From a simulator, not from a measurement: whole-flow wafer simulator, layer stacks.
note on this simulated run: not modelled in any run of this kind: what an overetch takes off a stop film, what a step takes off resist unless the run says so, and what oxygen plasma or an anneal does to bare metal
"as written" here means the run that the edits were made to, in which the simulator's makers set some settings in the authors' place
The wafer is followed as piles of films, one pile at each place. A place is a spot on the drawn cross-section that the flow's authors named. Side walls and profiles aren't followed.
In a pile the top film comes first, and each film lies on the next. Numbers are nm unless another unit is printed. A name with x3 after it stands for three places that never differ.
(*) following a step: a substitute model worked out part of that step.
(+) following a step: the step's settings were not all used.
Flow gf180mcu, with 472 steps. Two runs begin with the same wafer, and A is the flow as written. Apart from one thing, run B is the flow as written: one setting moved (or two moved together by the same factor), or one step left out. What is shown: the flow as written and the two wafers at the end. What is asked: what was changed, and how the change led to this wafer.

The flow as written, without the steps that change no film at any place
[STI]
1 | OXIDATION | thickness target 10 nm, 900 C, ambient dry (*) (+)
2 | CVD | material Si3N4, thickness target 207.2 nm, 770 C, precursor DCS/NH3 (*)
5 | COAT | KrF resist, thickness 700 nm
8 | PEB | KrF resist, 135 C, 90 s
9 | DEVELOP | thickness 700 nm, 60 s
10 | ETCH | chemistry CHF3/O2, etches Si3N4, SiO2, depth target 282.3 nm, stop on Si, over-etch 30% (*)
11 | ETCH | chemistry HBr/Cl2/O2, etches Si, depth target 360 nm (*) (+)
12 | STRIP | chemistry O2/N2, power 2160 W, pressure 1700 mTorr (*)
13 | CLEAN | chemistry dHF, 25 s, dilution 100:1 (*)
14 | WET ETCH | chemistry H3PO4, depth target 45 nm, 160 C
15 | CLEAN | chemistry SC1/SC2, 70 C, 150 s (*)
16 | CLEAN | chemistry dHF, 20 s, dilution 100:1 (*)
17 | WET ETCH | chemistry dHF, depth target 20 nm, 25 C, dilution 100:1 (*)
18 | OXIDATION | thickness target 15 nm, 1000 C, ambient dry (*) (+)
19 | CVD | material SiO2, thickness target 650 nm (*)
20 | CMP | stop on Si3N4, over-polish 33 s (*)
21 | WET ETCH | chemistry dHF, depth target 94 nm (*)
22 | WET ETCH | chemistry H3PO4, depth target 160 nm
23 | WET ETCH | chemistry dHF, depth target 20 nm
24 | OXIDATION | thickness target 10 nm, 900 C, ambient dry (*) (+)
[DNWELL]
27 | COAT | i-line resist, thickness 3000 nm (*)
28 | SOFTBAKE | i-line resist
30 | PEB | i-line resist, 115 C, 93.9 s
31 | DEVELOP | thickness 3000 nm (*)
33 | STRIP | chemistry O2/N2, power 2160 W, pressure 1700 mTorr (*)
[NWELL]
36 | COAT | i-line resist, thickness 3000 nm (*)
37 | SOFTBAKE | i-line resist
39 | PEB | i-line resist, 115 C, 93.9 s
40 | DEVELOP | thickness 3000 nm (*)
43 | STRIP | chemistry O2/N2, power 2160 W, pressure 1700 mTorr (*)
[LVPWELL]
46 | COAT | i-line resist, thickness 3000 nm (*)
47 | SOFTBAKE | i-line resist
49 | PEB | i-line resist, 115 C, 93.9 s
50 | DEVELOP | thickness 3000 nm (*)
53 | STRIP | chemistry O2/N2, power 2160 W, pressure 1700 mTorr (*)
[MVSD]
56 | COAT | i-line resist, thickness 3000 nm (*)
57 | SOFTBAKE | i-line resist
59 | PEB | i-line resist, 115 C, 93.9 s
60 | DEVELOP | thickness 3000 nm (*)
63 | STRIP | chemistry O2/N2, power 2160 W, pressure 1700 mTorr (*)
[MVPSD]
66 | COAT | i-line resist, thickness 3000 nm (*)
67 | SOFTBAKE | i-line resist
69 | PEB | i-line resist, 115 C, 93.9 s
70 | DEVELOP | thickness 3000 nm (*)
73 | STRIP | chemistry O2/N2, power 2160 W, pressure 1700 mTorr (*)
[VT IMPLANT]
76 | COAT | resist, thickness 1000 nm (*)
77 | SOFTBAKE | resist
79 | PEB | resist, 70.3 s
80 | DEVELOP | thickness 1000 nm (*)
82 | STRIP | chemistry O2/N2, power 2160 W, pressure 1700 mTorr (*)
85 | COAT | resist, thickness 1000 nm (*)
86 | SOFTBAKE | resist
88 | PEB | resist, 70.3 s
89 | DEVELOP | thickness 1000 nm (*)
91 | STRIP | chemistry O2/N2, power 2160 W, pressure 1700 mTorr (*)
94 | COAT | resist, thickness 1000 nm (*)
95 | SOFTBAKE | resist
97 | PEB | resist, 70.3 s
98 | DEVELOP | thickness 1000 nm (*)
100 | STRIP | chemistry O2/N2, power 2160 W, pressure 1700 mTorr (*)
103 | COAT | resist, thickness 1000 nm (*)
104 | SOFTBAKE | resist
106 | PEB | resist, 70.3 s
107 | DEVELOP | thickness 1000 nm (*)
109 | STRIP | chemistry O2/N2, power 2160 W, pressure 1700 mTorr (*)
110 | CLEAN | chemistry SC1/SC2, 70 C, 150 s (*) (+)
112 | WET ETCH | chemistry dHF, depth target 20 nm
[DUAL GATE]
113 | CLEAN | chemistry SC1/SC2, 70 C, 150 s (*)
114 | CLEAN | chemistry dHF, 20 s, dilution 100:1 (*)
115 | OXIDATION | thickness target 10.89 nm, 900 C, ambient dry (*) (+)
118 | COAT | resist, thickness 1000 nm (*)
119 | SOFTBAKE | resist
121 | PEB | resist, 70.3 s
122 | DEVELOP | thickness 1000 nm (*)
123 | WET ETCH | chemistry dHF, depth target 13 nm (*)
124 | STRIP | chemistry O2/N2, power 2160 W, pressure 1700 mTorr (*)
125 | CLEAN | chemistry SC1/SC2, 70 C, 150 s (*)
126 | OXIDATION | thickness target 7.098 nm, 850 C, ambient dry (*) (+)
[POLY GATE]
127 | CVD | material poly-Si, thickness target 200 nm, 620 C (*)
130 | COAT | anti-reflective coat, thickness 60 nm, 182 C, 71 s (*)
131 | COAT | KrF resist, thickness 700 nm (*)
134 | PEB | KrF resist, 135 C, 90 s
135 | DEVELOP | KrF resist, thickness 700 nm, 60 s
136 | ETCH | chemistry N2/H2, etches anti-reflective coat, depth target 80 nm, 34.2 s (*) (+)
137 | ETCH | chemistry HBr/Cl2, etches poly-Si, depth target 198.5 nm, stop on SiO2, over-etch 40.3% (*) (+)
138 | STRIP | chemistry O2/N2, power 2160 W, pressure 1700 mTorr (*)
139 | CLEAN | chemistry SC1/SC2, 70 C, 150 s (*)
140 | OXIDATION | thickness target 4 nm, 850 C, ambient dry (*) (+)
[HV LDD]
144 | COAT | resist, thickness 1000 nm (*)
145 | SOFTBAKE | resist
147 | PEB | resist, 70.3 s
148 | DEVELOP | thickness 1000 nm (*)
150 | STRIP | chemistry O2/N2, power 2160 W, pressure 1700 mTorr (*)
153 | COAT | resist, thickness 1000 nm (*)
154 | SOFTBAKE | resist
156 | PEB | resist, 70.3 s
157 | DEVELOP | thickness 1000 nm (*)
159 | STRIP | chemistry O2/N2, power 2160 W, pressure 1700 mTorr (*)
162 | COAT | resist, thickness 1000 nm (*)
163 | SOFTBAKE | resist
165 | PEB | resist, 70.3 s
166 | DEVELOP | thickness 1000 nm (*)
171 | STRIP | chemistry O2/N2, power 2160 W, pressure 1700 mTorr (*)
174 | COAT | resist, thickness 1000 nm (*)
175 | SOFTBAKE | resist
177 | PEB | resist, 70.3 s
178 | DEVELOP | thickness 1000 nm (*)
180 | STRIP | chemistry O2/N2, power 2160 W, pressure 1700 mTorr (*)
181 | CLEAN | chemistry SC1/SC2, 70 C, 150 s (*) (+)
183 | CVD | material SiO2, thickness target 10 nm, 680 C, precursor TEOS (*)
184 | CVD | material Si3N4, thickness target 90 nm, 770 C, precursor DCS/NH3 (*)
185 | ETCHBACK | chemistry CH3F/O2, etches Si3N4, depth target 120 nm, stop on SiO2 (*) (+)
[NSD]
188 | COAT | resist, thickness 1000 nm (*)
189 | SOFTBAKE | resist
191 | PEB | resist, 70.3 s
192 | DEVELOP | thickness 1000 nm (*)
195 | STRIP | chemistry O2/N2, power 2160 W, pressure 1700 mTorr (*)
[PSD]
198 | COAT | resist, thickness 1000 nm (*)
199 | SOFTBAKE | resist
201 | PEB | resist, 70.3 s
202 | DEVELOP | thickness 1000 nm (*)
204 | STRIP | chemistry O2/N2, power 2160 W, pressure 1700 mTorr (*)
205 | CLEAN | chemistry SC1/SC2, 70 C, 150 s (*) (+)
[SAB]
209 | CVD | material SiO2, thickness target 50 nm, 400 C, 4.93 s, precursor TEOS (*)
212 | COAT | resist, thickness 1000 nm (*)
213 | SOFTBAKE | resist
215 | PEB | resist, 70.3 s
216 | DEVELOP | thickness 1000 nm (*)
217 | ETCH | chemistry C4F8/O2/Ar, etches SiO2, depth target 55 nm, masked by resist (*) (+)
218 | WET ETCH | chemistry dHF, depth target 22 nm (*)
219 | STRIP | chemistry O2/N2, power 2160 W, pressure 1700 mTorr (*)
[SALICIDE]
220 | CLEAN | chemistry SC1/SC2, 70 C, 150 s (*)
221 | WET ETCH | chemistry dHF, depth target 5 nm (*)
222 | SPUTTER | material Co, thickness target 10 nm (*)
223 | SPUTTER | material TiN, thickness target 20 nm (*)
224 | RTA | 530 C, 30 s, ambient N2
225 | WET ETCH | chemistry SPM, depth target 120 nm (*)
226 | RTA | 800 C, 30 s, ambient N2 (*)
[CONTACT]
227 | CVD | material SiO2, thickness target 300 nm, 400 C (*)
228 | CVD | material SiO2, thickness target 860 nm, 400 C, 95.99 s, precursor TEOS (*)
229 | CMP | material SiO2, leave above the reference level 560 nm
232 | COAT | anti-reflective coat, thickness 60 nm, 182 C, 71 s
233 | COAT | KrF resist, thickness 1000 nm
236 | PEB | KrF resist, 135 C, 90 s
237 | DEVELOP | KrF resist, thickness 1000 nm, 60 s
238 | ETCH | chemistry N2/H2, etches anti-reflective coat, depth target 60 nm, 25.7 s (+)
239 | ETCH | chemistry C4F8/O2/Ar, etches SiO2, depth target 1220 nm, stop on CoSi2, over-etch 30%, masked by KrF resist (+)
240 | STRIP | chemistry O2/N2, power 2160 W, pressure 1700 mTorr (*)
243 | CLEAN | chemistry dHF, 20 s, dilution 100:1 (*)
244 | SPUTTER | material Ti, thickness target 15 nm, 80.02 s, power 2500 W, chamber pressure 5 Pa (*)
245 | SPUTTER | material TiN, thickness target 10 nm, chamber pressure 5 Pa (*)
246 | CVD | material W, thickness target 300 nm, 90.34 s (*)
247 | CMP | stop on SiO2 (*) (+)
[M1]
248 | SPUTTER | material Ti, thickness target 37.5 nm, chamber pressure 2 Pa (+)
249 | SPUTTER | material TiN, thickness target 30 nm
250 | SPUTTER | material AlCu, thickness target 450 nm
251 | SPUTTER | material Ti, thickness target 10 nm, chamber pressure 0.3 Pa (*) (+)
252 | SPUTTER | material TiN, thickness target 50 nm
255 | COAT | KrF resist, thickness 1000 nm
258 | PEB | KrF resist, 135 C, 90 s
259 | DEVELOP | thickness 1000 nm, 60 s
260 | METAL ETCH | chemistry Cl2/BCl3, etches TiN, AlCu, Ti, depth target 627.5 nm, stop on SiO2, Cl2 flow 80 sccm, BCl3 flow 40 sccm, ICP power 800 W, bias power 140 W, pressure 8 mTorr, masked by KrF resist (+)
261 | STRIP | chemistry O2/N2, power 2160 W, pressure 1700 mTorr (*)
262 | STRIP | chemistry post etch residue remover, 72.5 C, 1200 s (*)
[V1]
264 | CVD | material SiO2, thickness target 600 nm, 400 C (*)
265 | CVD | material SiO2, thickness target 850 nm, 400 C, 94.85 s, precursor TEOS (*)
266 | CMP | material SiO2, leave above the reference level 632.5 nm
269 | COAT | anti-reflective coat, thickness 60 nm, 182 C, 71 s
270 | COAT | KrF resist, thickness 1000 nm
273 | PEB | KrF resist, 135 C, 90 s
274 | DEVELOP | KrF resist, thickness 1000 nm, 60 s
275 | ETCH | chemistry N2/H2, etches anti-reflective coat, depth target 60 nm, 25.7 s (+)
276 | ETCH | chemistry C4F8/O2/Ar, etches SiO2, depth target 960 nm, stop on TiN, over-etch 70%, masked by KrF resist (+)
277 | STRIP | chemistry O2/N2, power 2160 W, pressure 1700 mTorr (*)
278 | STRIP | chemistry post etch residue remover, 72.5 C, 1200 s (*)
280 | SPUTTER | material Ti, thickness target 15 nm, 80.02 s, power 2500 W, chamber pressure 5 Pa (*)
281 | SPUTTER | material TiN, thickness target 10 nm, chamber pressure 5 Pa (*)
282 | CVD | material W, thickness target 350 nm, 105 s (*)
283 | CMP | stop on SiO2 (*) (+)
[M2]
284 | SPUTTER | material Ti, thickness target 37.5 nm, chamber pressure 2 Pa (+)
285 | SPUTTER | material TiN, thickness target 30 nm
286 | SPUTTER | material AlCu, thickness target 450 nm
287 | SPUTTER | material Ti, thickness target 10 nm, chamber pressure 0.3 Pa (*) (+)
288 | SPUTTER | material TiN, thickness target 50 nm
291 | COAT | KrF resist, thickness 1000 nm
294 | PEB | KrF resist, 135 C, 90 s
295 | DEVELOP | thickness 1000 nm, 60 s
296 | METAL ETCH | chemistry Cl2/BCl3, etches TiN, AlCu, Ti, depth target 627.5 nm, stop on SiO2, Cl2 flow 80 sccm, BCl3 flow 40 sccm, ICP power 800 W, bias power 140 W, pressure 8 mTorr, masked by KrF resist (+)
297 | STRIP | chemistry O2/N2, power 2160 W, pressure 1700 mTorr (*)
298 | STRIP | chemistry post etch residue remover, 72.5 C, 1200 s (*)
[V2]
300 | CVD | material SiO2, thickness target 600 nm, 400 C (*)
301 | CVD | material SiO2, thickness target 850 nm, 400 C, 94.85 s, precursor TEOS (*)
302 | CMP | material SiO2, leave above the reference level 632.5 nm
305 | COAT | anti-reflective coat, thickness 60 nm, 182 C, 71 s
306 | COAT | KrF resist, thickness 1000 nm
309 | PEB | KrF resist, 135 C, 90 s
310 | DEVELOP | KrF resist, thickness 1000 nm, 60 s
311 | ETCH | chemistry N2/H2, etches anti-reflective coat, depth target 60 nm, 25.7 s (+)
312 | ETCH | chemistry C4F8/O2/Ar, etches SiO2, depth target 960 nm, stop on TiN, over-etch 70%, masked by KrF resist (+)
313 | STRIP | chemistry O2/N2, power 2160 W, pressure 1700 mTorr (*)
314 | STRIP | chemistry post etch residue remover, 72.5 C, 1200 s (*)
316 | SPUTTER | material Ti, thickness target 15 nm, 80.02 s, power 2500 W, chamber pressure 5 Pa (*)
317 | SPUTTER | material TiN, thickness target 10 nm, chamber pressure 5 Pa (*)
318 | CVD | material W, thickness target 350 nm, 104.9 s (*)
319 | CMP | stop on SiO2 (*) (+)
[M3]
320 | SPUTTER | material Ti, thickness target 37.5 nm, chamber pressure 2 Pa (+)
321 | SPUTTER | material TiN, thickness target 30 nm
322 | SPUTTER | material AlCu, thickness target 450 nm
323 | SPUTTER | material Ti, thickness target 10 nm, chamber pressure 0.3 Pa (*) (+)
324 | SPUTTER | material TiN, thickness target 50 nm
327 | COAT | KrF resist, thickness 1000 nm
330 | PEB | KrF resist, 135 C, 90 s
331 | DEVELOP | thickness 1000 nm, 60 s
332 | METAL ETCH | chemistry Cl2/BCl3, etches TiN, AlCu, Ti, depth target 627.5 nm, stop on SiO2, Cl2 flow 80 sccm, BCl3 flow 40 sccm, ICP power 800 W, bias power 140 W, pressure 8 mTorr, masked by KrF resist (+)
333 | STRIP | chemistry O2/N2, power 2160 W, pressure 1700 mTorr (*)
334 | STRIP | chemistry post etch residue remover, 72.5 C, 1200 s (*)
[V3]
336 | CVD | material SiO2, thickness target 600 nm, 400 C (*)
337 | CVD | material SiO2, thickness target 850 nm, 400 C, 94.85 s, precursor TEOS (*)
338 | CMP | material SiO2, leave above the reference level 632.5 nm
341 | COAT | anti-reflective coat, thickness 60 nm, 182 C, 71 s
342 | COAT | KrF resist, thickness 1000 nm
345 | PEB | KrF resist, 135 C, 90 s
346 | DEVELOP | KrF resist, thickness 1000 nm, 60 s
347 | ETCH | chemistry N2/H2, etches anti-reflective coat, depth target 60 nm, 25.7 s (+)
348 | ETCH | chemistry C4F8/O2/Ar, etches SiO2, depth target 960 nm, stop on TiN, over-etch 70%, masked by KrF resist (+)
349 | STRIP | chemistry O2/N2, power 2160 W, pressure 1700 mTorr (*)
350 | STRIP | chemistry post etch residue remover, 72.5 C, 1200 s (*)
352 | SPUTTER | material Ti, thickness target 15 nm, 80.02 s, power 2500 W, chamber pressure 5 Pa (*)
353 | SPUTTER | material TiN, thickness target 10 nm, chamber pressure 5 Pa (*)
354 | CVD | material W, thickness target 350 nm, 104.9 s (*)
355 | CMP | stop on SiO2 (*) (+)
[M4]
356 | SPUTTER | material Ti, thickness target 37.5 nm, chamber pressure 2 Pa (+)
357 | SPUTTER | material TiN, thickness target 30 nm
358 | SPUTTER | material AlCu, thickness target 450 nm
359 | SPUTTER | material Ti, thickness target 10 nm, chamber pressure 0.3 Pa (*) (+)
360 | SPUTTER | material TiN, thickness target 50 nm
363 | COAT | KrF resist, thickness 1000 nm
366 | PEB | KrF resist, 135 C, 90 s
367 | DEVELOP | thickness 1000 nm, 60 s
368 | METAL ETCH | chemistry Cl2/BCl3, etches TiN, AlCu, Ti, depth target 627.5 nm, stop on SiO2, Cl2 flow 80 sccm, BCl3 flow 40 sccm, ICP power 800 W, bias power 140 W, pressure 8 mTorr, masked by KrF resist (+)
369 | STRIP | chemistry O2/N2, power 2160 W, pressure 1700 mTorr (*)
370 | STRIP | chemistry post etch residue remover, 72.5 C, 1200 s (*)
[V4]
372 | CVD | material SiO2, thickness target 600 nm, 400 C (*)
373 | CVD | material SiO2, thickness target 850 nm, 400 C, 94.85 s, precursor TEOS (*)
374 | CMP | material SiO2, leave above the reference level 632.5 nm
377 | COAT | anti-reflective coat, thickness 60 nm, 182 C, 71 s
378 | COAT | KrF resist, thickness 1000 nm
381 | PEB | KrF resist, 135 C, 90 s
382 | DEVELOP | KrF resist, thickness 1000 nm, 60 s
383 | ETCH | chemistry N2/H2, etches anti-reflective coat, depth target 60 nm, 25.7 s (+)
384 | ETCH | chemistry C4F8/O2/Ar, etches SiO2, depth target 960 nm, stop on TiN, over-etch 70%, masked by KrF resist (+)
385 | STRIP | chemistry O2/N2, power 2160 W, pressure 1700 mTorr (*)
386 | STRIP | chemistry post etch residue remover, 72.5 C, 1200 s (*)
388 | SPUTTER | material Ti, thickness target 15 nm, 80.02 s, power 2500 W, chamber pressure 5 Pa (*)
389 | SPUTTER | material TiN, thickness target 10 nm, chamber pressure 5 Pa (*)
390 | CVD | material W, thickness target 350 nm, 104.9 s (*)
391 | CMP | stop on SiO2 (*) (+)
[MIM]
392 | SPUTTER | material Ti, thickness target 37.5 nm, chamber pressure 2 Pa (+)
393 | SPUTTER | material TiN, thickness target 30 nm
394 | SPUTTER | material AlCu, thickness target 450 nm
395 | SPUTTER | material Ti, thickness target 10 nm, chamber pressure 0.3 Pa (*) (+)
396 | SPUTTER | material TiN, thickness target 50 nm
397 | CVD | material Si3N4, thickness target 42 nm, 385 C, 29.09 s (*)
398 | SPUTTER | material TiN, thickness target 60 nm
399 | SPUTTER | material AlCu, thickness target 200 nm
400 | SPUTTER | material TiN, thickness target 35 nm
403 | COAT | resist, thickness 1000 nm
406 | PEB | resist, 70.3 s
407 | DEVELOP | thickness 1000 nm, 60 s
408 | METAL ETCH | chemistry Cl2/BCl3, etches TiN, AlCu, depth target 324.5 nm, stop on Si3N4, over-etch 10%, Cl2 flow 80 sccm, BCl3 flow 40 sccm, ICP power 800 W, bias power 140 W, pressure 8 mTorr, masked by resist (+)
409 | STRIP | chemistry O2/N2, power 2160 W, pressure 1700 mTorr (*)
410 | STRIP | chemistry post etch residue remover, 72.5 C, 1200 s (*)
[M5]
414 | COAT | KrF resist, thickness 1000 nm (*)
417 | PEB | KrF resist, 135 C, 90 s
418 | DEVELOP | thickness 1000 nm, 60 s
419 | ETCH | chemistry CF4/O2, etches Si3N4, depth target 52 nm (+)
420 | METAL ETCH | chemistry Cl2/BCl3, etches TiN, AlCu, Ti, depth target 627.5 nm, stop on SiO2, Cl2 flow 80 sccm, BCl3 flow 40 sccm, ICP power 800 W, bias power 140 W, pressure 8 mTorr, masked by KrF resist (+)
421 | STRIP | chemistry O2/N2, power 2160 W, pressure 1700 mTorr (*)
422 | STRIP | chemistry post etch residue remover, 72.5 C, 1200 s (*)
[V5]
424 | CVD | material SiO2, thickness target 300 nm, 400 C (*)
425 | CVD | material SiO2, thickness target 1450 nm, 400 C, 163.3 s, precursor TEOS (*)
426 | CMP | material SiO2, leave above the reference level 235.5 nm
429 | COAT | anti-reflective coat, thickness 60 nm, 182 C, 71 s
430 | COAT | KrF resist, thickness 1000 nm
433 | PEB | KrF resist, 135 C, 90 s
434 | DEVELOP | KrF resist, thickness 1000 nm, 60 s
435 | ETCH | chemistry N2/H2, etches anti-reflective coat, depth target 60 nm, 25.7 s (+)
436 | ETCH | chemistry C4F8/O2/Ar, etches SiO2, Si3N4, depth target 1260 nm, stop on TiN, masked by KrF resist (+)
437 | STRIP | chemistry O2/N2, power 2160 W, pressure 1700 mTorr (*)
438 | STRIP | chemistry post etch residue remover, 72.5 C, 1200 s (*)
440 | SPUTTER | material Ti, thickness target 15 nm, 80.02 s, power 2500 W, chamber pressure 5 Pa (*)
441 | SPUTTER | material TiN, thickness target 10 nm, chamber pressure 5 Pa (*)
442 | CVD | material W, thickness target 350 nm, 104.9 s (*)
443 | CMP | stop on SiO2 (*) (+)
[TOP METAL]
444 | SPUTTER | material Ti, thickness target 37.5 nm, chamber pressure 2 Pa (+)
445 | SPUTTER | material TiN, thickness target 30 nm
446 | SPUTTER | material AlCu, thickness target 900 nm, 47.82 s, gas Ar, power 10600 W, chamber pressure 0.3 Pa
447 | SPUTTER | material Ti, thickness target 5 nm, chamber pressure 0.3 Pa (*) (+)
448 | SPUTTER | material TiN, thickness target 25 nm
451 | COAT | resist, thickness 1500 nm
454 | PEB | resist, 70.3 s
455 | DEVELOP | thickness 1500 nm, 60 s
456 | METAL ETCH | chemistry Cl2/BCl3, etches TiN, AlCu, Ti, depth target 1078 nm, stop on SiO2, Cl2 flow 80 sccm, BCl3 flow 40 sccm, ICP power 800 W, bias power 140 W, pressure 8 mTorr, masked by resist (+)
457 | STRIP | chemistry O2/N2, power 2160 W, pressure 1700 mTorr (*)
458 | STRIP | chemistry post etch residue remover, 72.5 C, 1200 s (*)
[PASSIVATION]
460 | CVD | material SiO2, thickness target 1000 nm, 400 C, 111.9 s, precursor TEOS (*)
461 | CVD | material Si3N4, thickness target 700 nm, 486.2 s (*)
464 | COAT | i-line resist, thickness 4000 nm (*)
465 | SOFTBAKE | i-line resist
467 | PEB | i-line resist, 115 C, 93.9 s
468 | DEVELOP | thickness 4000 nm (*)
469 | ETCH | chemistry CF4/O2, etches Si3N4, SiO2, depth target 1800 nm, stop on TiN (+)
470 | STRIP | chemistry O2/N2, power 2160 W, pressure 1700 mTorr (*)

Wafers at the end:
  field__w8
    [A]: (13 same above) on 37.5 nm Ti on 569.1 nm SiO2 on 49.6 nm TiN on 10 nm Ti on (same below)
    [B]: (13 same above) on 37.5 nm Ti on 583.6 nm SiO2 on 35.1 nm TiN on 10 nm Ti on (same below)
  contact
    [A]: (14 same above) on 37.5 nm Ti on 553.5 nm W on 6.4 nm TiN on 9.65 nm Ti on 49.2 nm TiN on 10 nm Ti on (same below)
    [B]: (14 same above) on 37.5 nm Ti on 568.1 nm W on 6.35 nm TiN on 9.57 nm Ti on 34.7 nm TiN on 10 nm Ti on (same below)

Cause: step 360, SPUTTER: thickness target 35.5 nm was run, though the flow has thickness target 50 nm.

The path from the change to this, step by step:
  360 | SPUTTER | material TiN, thickness target 50 nm
      field, field__w1, field__w2 and 108 more: A TiN gains 50 (new film) | B TiN gains 35.5 (new film)
  368 | METAL ETCH | chemistry Cl2/BCl3, etches TiN, AlCu, Ti, depth target 627.5 nm, stop on SiO2, Cl2 flow 80 sccm, BCl3 flow 40 sccm, ICP power 800 W, bias power 140 W, pressure 8 mTorr, masked by KrF resist (+)
      field, field__w1, field__w2 and 103 more: A TiN loses 50 (all of it), Ti loses 10 (all of it), AlCu loses 450 (all of it), TiN loses 30 (all of it), Ti loses 37.5 (all of it) | B TiN loses 35.5 (all of it), Ti loses 10 (all of it), AlCu loses 450 (all of it), TiN loses 30 (all of it), Ti loses 37.5 (all of it)
  384 | ETCH | chemistry C4F8/O2/Ar, etches SiO2, depth target 960 nm, stop on TiN, over-etch 70%, masked by KrF resist (+)
      contact: A SiO2 loses 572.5 (all of it) | B SiO2 loses 587 (all of it)
